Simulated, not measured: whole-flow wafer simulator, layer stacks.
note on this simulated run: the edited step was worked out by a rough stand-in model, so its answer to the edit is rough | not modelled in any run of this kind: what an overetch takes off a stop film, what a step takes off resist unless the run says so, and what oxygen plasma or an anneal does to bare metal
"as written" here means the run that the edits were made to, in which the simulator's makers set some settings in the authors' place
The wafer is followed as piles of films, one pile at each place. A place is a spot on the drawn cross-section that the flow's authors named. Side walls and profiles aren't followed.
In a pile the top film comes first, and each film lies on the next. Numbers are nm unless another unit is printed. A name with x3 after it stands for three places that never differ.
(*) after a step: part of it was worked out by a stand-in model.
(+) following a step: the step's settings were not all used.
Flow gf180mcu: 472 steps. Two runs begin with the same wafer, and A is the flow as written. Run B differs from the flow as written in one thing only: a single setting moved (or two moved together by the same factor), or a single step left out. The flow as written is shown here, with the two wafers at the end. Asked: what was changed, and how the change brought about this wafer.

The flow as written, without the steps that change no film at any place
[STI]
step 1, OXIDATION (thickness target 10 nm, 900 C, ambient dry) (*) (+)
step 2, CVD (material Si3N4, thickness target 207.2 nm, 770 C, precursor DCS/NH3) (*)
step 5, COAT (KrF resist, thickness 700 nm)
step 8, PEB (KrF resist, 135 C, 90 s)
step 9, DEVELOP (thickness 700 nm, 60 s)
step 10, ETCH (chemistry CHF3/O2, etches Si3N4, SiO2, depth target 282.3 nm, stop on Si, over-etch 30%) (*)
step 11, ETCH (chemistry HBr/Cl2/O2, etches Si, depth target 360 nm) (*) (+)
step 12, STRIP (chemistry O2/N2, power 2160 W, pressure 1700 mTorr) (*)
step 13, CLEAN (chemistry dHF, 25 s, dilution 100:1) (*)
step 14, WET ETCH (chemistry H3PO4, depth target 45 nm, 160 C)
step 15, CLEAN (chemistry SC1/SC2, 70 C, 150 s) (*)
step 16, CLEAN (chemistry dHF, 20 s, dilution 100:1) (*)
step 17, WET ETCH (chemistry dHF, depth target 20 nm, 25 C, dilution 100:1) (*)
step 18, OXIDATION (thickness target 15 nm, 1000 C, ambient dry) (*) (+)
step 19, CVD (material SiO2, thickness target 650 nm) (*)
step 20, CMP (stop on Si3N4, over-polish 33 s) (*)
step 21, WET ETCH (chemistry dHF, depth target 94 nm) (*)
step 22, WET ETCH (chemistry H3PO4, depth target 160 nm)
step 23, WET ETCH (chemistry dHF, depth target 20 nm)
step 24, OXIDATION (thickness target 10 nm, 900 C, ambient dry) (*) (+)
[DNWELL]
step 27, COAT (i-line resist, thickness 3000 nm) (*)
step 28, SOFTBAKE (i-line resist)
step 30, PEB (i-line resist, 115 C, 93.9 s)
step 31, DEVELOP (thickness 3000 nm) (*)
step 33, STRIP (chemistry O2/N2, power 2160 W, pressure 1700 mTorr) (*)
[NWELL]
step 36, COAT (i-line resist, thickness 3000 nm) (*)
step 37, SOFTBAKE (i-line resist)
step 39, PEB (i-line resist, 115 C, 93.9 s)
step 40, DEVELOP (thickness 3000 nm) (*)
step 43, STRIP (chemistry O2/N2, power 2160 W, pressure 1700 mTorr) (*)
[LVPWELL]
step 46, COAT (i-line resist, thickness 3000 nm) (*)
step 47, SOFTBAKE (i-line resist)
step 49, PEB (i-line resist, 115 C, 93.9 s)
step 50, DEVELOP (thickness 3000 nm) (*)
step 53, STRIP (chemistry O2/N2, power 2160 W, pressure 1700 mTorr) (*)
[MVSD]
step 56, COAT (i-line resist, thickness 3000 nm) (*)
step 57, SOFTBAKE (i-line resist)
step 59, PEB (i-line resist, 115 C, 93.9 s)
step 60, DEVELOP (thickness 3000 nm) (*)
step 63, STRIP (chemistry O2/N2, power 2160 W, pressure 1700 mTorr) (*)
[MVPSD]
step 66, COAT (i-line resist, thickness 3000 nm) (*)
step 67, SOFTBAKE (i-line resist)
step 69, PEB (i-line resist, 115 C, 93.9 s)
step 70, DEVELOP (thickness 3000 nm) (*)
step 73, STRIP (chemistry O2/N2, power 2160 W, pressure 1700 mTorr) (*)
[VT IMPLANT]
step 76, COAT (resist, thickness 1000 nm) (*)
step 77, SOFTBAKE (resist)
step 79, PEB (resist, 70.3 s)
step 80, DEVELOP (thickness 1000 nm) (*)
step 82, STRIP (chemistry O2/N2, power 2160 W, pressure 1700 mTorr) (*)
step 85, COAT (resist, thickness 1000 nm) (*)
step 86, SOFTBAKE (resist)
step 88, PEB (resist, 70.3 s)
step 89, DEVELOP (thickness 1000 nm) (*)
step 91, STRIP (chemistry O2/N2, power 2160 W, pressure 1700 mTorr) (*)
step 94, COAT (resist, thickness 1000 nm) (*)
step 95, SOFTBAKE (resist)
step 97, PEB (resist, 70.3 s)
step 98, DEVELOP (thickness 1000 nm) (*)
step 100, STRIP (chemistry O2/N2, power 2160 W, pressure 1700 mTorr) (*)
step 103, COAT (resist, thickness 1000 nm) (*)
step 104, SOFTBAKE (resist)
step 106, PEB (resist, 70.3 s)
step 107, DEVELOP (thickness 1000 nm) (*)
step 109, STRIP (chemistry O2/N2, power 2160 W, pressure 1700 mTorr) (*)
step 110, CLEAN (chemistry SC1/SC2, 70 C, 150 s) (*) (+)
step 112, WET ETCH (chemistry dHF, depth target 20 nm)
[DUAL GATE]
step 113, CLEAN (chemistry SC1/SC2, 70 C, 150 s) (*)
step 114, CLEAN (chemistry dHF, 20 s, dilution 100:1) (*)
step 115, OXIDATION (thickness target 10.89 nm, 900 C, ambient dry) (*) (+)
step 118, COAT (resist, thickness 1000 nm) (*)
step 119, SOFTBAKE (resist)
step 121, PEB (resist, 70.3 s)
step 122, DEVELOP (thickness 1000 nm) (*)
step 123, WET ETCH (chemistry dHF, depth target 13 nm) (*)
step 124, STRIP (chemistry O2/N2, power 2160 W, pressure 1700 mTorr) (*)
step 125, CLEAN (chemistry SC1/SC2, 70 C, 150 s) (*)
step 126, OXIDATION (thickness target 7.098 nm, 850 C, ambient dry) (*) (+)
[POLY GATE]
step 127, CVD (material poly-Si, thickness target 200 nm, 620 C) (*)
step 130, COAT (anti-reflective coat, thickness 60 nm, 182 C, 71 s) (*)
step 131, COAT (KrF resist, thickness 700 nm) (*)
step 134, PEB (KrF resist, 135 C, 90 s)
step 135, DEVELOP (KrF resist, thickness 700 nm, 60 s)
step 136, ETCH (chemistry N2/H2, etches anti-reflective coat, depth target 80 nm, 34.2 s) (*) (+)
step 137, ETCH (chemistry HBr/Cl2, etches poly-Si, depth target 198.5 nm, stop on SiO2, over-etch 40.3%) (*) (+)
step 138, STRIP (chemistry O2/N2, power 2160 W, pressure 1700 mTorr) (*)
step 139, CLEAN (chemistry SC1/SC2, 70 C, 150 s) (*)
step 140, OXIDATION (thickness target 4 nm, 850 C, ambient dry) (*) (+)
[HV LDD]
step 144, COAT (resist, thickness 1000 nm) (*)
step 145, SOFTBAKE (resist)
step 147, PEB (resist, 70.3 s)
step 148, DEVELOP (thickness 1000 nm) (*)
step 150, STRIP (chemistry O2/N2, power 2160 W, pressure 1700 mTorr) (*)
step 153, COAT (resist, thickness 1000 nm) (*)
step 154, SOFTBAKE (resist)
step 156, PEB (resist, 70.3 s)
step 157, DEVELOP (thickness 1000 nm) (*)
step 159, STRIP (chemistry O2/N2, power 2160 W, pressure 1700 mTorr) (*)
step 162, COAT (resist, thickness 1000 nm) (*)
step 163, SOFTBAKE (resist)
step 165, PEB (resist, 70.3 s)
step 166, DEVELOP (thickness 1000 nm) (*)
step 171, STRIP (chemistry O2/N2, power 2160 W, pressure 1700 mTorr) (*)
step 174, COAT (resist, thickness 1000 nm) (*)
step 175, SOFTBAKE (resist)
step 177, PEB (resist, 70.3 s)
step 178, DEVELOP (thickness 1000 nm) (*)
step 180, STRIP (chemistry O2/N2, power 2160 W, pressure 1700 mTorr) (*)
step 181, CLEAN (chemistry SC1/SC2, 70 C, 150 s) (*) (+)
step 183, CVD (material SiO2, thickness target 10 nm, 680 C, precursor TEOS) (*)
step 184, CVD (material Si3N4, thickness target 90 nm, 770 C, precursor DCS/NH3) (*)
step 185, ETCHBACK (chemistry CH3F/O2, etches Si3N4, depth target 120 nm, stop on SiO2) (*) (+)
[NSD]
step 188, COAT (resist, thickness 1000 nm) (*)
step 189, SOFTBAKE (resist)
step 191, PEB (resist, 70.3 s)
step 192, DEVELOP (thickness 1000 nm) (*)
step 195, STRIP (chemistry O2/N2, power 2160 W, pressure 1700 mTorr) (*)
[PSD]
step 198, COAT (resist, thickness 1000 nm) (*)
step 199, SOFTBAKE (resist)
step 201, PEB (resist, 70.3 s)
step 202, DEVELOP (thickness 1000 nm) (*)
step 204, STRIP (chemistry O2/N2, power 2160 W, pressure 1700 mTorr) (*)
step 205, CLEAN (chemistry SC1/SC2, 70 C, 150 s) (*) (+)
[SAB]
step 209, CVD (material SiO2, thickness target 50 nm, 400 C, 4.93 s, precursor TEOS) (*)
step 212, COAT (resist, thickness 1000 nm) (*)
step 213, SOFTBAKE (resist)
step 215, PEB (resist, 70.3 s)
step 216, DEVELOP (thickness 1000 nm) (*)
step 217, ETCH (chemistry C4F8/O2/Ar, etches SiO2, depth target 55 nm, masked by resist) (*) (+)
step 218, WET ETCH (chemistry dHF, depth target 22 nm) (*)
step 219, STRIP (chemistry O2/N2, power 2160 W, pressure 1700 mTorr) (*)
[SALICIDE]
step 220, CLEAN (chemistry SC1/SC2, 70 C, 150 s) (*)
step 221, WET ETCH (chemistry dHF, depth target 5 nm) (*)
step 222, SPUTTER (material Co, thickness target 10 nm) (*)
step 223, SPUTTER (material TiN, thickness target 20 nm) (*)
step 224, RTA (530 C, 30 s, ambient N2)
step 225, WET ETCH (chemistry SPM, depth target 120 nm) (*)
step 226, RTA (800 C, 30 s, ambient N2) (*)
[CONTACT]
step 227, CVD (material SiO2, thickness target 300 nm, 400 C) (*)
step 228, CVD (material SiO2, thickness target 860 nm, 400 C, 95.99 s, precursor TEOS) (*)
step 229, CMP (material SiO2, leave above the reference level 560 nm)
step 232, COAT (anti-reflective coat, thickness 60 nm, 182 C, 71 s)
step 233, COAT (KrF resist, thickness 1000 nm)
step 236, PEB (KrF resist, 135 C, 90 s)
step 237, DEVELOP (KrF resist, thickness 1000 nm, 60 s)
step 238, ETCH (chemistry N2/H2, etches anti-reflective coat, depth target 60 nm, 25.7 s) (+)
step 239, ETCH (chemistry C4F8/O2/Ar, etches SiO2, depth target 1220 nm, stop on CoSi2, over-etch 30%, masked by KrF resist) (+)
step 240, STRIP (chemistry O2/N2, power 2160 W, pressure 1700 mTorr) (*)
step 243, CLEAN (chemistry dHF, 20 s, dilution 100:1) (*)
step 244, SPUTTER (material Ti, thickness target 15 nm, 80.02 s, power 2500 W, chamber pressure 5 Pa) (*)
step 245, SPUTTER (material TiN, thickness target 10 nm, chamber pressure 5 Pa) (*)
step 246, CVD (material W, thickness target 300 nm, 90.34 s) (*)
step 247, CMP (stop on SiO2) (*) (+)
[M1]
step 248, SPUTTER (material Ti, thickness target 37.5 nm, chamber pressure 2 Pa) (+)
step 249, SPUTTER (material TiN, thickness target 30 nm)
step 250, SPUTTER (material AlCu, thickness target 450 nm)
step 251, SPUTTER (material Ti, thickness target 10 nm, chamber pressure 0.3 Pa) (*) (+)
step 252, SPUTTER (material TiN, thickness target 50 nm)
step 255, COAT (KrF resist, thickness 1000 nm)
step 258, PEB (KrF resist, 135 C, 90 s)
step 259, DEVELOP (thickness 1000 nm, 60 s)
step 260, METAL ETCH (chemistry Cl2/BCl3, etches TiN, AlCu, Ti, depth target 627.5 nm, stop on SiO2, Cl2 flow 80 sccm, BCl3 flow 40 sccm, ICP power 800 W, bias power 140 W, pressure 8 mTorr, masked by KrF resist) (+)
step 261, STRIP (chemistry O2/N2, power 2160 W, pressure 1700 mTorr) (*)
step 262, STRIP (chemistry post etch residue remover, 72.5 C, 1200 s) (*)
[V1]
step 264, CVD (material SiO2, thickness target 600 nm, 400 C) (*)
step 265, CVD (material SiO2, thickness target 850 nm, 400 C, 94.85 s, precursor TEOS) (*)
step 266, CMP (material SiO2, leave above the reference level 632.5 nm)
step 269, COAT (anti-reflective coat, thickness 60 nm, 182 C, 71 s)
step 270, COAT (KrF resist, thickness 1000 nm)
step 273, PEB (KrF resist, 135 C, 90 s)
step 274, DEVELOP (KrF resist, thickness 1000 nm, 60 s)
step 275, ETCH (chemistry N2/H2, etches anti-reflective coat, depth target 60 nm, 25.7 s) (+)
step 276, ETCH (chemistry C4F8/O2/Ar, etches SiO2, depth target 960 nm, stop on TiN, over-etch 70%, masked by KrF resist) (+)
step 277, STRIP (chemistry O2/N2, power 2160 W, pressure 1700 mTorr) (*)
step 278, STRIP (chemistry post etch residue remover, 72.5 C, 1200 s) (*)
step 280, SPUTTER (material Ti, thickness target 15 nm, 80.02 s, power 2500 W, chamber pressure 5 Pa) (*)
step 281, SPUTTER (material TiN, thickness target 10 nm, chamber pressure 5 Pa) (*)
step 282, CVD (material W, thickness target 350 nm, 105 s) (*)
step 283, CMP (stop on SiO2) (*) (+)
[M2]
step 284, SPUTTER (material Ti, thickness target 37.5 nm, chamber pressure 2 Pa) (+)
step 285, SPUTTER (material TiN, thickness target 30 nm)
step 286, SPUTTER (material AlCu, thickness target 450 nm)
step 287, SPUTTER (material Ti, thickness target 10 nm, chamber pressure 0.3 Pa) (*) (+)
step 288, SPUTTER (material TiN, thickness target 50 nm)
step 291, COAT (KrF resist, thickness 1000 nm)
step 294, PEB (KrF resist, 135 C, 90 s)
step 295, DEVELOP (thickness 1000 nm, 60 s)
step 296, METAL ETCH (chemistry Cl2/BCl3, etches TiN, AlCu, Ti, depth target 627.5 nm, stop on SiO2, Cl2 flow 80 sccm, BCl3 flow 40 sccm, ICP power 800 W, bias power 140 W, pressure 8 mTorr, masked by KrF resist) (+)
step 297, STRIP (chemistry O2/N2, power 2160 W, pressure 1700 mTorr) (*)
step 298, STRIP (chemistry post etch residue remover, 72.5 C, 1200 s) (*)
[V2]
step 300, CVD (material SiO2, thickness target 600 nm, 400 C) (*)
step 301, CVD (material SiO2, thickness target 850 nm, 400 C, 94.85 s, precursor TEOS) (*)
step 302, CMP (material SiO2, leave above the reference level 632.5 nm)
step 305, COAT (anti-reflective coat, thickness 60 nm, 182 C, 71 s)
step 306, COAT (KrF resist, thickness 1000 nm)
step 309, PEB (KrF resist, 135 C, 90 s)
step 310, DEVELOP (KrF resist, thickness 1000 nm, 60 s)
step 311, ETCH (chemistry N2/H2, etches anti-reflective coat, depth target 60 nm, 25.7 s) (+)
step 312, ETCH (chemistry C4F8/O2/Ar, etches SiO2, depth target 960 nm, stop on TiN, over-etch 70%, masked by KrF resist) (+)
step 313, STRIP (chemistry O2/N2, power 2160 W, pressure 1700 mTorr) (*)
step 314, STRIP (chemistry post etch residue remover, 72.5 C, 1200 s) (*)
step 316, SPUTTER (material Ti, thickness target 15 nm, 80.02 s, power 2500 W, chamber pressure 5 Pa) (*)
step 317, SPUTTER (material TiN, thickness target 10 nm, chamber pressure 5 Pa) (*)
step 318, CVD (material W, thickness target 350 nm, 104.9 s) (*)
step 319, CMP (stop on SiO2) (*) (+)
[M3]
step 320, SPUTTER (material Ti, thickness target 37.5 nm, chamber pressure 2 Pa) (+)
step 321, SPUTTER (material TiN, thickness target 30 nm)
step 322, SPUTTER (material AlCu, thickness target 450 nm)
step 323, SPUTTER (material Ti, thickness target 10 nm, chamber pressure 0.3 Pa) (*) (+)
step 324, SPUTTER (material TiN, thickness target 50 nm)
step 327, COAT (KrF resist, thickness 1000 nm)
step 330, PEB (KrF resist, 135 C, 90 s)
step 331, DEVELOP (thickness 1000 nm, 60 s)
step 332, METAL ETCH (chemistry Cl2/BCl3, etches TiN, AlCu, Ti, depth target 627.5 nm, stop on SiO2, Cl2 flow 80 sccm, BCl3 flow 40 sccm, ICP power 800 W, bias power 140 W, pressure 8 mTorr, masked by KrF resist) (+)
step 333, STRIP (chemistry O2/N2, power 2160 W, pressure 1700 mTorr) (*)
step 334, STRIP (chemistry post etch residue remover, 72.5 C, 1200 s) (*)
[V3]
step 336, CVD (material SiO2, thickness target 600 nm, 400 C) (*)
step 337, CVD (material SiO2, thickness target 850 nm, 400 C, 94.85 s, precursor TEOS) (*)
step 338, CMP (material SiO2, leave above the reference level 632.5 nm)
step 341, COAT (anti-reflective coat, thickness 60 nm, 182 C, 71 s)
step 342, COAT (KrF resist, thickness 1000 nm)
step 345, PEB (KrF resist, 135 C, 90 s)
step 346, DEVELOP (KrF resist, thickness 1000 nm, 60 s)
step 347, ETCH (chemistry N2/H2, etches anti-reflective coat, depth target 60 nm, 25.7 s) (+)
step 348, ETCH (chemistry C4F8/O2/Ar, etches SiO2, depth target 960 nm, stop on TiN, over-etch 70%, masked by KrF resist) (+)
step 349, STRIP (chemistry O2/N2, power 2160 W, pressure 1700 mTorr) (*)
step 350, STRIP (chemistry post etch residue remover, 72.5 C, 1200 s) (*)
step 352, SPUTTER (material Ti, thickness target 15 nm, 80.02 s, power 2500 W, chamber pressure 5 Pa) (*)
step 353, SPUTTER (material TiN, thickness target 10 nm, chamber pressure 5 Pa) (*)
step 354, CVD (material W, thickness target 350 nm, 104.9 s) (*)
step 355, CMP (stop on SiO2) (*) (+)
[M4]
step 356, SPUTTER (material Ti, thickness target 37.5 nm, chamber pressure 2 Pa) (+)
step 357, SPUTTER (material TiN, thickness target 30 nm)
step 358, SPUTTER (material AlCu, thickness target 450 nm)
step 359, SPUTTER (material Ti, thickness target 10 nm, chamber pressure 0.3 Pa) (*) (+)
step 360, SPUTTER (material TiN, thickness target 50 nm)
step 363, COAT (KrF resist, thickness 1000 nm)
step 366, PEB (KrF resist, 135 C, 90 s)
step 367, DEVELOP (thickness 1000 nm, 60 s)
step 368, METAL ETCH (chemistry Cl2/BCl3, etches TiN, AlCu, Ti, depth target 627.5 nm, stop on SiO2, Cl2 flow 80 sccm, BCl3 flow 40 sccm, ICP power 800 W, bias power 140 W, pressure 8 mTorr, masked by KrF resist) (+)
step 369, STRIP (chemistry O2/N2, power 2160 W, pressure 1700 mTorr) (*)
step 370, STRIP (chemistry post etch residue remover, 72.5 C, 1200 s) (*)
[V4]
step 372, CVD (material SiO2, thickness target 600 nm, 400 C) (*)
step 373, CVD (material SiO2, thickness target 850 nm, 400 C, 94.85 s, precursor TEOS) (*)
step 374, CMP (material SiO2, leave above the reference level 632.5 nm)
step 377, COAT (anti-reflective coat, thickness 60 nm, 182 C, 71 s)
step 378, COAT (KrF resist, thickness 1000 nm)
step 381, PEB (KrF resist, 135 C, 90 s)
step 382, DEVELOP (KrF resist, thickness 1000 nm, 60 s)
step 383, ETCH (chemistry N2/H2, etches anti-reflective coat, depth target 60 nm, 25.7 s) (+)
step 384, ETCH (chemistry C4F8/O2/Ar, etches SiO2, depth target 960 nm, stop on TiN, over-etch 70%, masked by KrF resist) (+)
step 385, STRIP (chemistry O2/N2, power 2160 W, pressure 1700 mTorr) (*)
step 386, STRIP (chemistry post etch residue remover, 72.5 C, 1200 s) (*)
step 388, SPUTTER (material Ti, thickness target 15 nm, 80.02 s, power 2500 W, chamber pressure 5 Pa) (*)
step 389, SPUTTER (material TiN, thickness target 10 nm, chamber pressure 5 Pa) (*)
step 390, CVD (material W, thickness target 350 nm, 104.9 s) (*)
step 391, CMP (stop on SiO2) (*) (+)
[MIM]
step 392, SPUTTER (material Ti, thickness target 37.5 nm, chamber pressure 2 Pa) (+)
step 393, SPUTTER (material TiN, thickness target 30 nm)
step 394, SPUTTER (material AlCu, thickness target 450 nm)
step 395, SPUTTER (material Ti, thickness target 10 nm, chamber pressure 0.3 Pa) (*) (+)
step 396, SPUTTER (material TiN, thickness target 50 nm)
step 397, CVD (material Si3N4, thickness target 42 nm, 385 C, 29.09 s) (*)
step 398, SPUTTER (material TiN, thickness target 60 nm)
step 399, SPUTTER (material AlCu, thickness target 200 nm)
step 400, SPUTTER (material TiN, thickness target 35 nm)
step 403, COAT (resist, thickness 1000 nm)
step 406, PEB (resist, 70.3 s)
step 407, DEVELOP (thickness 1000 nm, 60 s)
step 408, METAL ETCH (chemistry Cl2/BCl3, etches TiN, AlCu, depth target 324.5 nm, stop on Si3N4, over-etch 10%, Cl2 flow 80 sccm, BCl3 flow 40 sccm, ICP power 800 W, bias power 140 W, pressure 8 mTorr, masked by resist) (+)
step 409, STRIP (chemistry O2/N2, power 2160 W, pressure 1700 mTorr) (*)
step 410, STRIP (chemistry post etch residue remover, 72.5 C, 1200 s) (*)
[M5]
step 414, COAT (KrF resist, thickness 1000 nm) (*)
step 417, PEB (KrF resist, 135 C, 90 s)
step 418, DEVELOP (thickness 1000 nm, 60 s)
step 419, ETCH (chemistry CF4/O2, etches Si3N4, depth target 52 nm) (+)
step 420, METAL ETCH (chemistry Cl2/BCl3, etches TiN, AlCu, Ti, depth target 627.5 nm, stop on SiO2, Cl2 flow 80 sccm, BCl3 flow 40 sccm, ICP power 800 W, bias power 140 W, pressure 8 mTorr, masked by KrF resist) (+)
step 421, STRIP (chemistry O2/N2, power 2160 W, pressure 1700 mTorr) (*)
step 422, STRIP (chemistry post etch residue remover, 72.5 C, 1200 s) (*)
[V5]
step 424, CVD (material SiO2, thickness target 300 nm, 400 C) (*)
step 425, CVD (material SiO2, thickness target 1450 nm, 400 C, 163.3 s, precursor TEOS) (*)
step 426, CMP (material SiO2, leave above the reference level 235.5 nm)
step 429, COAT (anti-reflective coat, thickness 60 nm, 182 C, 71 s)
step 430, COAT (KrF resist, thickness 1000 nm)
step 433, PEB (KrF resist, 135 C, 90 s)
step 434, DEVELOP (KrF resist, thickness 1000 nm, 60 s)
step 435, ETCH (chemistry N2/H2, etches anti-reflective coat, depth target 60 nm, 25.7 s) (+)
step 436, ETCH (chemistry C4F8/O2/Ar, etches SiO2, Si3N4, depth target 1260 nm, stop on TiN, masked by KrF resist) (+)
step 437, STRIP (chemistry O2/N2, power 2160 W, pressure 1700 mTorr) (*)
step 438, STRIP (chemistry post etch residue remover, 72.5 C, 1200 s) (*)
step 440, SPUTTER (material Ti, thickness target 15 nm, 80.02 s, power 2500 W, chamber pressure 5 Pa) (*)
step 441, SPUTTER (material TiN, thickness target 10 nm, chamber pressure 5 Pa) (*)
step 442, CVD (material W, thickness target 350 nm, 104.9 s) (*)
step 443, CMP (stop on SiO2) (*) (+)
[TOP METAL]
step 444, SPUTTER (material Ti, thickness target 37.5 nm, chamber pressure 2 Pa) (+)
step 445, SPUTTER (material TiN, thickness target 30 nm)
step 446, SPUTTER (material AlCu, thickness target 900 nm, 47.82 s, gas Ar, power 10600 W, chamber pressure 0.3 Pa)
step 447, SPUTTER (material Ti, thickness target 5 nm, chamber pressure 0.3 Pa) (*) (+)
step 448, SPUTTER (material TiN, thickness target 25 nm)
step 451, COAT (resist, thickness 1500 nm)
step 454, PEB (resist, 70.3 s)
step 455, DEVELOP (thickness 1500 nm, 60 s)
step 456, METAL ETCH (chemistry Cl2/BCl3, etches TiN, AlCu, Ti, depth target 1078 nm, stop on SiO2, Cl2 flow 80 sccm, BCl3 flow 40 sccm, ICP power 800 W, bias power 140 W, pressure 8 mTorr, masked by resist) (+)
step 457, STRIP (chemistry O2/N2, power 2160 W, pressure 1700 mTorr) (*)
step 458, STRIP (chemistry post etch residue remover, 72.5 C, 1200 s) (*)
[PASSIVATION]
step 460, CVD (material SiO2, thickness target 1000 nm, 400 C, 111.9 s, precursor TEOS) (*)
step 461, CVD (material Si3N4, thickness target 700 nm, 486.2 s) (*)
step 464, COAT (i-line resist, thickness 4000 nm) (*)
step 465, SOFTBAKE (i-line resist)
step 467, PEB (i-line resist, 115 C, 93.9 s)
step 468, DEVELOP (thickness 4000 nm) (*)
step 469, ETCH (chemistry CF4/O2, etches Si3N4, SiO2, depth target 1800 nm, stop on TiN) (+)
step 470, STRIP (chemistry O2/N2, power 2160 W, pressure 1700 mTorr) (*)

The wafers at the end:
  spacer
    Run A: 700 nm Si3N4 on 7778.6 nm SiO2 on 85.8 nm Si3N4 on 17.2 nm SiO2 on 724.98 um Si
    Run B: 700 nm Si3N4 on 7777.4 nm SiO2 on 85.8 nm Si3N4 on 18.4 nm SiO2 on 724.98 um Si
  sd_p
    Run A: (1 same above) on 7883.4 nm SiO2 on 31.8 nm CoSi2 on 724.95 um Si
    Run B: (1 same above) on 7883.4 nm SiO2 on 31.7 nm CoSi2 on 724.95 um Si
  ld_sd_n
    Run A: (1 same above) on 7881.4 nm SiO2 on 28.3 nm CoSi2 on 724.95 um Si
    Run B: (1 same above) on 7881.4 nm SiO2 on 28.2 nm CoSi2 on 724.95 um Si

The reason: step 183, CVD: thickness target 11.2 nm was run, while the flow as written has thickness target 10 nm.

The path from the change to this, step by step:
  step 183, CVD (material SiO2, thickness target 10 nm, 680 C, precursor TEOS) (*)
      field, field__w1, field__w2 and 99 more: A SiO2 gains 10 | B SiO2 gains 11.2
      ld_drift_p: A SiO2 gains 9.87 | B SiO2 gains 11.1
      (as well as at 1 more place)
  step 189, SOFTBAKE (resist)
      field__w9: A resist gains 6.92 | B resist loses 3.08
      nw_enc_fld_lv__w3: A resist gains 2.11 | B resist loses 1.6
  step 199, SOFTBAKE (resist)
      field__w9: A resist gains 6.92 | B resist loses 3.08
      nw_enc_fld_lv__w3: A resist gains 2.11 | B resist loses 1.6
  step 218, WET ETCH (chemistry dHF, depth target 22 nm) (*)
      gate, gate_hv, gate_p and 23 more: A SiO2 loses 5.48 (all of it) | B SiO2 loses 6.68 (all of it)
      active, p_well, sd_n, iso_ptap_pw, iso_ntap_nw, iso_ptap_sub, vpnp_e: A SiO2 loses 9.01 (all of it) | B SiO2 loses 10.2 (all of it)
      (as well as at 16 more places)
